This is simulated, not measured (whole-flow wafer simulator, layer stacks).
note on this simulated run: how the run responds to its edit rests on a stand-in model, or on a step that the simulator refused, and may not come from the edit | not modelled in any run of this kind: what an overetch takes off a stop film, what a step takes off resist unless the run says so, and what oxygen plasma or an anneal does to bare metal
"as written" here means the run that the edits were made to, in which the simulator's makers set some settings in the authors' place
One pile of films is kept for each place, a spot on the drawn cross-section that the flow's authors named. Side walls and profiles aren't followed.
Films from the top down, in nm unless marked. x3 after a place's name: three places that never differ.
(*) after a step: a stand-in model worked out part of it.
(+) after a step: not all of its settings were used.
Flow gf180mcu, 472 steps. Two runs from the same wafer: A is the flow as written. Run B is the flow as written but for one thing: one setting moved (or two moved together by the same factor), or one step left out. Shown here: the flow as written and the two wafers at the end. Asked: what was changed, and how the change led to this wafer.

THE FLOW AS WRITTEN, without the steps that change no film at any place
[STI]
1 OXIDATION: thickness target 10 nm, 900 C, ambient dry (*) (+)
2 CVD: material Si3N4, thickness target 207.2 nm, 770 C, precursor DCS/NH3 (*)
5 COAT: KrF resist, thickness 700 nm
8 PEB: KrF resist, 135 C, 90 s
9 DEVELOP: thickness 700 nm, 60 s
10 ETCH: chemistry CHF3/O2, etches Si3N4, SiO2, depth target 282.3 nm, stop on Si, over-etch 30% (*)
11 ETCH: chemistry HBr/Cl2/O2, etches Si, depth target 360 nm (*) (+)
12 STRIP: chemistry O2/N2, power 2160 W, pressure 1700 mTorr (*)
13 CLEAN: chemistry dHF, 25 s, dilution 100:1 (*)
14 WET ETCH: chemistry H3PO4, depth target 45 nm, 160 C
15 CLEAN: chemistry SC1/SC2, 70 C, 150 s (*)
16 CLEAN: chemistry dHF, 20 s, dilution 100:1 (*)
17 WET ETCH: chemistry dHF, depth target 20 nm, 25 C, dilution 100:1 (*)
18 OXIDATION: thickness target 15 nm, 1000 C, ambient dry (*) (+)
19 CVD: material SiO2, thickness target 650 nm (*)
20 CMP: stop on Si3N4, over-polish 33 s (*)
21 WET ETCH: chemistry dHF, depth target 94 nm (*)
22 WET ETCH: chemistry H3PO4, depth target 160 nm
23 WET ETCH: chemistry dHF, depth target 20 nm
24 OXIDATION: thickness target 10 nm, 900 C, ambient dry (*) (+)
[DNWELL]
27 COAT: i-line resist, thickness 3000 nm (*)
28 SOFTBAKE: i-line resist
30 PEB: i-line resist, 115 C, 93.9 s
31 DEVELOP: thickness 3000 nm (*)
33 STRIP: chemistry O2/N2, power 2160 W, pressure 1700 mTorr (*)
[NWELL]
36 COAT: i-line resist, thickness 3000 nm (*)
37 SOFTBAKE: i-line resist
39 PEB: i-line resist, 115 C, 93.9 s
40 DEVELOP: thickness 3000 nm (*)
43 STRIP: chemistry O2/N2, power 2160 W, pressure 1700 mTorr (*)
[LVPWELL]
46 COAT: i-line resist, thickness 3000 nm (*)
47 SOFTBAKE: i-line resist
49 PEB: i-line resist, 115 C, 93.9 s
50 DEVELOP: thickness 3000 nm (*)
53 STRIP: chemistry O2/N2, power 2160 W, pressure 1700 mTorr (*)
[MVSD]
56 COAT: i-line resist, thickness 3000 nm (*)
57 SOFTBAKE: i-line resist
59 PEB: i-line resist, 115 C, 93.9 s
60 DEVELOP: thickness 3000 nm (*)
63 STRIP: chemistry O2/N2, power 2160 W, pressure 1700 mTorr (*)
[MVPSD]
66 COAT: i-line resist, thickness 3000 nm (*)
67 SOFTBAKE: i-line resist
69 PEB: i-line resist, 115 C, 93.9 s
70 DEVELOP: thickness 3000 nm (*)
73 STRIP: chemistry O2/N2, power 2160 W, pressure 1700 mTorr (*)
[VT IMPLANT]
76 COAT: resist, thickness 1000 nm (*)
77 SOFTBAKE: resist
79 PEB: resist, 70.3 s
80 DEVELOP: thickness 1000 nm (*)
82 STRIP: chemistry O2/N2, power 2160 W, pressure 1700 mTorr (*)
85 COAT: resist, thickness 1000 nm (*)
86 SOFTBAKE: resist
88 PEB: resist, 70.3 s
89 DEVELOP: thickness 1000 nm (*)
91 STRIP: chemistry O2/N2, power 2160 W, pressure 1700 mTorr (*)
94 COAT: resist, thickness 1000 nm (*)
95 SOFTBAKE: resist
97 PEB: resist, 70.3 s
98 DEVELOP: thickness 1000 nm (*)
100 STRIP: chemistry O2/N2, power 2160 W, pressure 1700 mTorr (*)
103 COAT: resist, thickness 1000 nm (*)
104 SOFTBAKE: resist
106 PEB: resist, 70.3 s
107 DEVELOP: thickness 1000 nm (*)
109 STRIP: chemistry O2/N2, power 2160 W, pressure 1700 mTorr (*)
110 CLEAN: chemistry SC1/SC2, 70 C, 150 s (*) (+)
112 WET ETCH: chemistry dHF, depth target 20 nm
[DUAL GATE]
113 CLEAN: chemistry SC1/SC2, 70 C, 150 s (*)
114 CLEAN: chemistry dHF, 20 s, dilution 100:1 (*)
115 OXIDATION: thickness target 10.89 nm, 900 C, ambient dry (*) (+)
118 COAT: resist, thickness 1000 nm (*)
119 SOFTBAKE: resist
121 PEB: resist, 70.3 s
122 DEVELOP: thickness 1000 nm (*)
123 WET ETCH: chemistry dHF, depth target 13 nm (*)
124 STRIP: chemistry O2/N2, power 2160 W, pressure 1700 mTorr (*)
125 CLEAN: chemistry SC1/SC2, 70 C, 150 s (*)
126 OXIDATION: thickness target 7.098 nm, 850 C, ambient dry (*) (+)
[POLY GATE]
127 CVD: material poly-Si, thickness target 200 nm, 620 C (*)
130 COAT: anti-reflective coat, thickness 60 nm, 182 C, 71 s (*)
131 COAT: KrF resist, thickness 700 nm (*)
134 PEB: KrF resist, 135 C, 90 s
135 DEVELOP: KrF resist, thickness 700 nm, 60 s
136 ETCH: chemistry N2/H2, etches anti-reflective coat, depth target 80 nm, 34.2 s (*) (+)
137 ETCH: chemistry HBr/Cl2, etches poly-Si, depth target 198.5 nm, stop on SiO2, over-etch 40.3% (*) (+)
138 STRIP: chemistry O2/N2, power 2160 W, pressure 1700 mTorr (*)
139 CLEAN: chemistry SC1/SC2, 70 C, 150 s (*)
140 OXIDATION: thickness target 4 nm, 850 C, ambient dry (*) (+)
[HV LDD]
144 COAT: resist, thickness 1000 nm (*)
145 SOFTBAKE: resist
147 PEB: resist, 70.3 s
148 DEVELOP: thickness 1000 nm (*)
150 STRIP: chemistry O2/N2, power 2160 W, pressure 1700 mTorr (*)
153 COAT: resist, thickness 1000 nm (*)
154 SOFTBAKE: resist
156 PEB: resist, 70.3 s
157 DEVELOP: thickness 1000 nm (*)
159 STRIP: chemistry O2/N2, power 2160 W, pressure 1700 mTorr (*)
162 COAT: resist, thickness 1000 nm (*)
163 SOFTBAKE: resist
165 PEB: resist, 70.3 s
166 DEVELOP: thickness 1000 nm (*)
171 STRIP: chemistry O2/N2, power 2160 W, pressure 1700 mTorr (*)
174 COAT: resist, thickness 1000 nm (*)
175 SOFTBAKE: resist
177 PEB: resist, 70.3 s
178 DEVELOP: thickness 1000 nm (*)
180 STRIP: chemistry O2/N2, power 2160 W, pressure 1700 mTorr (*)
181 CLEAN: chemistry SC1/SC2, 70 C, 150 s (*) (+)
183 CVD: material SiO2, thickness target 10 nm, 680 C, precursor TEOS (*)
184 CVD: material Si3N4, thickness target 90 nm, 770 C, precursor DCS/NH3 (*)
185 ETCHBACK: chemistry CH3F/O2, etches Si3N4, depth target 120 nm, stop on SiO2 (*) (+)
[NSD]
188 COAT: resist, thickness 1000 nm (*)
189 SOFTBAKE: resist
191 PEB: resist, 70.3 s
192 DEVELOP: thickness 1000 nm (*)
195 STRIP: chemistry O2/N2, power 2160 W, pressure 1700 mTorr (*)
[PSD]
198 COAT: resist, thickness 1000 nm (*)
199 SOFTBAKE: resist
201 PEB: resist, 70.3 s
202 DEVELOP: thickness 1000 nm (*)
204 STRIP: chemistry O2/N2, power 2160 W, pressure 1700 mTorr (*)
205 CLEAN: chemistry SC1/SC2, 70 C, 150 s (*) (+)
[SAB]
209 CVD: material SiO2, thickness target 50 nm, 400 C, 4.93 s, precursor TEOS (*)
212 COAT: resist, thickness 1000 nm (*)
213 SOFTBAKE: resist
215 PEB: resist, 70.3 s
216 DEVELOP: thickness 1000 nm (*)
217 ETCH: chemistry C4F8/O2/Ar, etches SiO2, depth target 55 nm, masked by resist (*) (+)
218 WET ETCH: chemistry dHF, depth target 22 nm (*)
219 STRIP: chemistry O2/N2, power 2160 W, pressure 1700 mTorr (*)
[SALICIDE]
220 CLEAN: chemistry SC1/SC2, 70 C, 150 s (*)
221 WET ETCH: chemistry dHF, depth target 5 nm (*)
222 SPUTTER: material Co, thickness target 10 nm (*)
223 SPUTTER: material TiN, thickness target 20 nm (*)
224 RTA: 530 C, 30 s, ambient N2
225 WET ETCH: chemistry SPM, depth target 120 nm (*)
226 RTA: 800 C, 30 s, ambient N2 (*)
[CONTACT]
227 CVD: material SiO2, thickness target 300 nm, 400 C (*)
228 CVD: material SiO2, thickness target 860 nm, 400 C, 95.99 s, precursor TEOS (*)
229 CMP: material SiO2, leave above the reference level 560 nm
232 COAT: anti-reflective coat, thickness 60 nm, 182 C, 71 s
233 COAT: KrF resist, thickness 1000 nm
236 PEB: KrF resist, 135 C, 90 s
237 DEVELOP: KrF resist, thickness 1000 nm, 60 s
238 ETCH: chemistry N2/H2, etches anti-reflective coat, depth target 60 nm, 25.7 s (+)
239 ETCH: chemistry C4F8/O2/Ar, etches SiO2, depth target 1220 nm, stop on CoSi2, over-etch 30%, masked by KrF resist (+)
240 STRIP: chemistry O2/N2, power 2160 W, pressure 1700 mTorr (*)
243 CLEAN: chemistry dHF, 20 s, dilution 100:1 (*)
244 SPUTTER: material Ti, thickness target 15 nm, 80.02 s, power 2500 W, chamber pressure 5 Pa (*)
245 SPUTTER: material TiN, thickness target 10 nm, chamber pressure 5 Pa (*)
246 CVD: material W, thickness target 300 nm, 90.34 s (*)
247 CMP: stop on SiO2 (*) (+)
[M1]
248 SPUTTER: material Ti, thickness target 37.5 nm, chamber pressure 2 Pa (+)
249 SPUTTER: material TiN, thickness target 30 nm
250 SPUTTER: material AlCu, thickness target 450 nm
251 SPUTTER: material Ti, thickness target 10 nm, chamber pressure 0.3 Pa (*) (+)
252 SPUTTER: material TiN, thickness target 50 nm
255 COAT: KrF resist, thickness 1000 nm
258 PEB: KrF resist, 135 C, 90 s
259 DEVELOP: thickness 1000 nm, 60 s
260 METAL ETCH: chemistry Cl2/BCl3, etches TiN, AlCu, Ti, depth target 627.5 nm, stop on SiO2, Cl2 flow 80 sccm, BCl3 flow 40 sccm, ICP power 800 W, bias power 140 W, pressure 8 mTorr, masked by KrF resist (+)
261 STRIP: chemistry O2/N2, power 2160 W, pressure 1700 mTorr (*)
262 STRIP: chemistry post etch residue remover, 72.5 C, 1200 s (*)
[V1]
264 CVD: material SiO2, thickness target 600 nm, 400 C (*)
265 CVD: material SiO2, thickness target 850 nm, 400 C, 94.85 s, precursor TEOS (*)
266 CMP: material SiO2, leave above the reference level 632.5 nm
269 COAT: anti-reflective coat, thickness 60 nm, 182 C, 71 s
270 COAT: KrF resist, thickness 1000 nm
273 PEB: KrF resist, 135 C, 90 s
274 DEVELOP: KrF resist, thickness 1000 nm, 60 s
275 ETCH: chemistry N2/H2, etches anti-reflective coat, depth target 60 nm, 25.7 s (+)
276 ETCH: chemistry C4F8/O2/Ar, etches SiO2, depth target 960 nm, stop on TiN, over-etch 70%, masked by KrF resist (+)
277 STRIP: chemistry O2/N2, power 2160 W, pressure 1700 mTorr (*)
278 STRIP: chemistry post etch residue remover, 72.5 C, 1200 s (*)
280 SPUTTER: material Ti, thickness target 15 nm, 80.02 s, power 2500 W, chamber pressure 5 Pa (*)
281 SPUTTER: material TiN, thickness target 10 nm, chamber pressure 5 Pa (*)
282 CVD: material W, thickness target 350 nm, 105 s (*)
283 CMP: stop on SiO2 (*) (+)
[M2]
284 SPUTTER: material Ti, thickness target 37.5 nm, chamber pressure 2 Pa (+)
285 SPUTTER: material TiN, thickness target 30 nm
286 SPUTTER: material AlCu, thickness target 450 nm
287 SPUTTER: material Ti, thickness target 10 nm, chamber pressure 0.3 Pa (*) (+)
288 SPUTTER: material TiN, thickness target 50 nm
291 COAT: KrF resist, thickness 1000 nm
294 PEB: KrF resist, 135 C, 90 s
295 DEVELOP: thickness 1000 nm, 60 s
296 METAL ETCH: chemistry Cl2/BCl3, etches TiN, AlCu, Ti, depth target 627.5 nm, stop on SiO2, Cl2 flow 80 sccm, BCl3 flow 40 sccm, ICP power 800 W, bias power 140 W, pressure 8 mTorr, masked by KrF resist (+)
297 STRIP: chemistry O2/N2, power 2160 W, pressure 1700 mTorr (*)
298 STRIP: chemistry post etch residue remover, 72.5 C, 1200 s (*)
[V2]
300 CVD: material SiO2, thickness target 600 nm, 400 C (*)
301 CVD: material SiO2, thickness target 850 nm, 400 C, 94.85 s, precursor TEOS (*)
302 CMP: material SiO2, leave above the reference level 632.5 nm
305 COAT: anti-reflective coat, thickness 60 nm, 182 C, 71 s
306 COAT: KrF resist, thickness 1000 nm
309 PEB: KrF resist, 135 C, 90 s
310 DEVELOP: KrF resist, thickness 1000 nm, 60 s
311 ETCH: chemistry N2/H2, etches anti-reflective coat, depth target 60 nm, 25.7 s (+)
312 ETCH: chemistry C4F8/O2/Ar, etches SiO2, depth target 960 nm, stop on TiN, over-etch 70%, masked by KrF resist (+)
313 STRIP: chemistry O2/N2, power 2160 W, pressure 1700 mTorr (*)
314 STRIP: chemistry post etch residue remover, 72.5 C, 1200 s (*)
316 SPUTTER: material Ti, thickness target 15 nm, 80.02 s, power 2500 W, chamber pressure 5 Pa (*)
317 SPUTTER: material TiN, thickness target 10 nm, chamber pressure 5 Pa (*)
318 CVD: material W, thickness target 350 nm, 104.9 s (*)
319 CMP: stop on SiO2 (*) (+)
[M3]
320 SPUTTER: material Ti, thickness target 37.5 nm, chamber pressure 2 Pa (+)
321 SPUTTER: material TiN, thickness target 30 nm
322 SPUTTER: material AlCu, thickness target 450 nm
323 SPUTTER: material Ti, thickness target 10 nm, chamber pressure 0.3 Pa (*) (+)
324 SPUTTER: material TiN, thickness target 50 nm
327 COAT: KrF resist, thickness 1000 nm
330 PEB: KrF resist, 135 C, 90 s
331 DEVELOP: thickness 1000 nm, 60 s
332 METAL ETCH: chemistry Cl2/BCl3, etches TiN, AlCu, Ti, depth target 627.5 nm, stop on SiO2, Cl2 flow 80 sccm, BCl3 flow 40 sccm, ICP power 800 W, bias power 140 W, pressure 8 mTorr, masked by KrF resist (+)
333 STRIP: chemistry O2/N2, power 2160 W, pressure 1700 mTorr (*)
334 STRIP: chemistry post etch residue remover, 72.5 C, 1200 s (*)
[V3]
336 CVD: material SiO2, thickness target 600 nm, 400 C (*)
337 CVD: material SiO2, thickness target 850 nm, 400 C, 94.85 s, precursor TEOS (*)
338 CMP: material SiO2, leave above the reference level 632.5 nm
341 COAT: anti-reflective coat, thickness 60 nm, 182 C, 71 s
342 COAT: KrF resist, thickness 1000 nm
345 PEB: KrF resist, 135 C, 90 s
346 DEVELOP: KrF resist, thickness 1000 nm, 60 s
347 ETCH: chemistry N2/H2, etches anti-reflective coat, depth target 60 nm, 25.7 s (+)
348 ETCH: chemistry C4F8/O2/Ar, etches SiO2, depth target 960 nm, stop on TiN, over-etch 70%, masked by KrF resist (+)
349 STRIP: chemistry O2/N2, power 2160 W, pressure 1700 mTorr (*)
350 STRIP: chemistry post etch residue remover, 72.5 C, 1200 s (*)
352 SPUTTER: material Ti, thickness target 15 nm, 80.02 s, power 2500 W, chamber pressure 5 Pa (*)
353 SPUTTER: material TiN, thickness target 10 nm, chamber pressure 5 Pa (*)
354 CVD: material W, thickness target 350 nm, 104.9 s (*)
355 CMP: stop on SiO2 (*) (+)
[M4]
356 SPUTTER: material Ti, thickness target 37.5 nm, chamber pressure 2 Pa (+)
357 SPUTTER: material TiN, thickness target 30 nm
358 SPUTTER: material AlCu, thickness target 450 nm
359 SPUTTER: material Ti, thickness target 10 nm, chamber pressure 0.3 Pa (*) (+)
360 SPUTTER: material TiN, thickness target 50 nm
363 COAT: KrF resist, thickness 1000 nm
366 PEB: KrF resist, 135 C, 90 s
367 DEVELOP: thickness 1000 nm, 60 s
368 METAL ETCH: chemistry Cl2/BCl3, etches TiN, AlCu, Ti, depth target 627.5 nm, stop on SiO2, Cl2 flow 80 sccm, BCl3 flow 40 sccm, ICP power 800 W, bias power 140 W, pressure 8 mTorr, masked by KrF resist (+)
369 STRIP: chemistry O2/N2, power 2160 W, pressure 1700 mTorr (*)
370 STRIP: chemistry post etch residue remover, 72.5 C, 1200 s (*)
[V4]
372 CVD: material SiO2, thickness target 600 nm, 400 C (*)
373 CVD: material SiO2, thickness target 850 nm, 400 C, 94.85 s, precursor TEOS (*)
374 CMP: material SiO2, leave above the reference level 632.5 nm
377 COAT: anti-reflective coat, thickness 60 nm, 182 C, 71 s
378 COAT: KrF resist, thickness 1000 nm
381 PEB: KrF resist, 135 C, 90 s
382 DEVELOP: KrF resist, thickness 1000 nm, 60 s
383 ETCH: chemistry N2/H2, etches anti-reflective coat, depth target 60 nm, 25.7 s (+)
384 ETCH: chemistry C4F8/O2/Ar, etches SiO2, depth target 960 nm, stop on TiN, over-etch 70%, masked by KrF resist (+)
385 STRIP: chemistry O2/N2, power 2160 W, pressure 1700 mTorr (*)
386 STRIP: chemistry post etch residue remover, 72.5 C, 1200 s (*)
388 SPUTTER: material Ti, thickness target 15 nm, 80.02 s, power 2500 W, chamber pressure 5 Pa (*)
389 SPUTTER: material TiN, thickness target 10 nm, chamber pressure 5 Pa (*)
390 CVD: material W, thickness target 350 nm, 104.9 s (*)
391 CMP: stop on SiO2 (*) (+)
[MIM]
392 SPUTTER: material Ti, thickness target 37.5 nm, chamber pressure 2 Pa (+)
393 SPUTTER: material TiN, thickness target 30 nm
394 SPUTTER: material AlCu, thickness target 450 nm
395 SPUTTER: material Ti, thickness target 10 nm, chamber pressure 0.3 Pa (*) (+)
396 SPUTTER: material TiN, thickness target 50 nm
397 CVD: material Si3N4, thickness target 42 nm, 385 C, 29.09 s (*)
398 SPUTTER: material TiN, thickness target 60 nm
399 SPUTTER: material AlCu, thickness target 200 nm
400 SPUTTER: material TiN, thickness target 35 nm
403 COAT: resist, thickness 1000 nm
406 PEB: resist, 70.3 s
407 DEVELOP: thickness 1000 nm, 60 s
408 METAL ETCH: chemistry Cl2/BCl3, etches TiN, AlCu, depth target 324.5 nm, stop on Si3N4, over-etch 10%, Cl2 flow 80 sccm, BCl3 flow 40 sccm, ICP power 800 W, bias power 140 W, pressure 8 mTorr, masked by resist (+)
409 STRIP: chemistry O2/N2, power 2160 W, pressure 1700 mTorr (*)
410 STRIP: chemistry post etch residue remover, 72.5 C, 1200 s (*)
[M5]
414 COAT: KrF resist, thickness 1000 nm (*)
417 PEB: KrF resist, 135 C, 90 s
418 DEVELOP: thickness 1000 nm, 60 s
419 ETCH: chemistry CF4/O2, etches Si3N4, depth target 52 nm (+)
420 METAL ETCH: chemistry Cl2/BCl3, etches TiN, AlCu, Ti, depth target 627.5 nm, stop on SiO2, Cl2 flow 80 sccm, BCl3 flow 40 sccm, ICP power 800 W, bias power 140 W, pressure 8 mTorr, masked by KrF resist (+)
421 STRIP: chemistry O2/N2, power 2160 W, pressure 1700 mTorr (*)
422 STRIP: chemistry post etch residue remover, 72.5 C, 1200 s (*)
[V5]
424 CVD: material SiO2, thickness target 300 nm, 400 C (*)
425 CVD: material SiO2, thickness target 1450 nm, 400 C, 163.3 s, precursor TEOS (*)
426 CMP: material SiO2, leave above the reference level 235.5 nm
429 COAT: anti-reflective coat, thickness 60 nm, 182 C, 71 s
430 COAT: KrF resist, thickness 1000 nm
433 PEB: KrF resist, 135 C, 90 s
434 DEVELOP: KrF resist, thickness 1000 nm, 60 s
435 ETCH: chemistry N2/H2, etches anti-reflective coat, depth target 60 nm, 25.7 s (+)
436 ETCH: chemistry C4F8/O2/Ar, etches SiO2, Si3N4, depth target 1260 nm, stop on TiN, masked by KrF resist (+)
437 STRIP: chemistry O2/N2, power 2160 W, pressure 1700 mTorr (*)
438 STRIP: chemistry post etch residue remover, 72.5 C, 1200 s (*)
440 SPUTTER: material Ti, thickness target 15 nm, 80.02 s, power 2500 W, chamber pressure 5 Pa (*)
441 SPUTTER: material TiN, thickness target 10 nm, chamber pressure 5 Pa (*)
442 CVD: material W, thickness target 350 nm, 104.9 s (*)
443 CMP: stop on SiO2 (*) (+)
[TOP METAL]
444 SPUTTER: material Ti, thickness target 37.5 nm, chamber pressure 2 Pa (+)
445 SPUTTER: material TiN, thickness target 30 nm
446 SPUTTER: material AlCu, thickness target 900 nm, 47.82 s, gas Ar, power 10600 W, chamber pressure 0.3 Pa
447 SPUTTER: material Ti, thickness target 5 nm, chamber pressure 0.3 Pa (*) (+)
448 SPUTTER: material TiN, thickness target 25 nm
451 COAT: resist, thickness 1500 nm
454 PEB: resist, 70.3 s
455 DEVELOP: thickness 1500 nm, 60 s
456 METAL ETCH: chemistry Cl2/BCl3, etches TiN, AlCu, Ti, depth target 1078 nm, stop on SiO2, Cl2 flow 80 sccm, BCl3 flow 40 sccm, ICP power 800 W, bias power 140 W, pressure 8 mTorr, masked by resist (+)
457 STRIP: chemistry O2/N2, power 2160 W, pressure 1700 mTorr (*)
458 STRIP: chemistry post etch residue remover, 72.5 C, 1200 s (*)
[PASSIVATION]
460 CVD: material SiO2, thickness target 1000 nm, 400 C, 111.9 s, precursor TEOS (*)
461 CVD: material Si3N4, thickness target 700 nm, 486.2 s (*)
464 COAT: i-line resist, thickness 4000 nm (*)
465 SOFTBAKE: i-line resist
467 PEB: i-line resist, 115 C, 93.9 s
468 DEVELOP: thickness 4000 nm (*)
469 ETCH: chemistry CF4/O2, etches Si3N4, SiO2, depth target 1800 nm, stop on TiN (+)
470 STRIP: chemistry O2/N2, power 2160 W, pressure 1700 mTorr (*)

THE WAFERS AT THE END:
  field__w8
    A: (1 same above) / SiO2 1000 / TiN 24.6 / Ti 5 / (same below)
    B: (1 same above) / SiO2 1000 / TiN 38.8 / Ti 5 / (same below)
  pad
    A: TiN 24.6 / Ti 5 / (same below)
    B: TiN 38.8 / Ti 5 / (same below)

The cause: step 448, SPUTTER: thickness target 39.2 nm was run, where the flow has thickness target 25 nm.

How the change led to this, step by step:
  448 SPUTTER: material TiN, thickness target 25 nm
      field, field__w1, field__w2 and 109 more: A TiN +25 (new film) | B TiN +39.2 (new film)
  456 METAL ETCH: chemistry Cl2/BCl3, etches TiN, AlCu, Ti, depth target 1078 nm, stop on SiO2, Cl2 flow 80 sccm, BCl3 flow 40 sccm, ICP power 800 W, bias power 140 W, pressure 8 mTorr, masked by resist (+)
      field, field__w1, field__w2 and 103 more: A TiN -25 (all of it), Ti -5 (all of it), AlCu -900 (all of it), TiN -30 (all of it), Ti -37.5 (all of it) | B TiN -39.2 (all of it), Ti -5 (all of it), AlCu -900 (all of it), TiN -30 (all of it), Ti -37.5 (all of it)
  465 SOFTBAKE: i-line resist
      gate: A i-line resist +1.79 | B i-line resist -0.23
      ld_acc_p, ld_fp_p, ld_drift_p: A i-line resist +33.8 | B i-line resist +27.5
      (and at 58 more places)
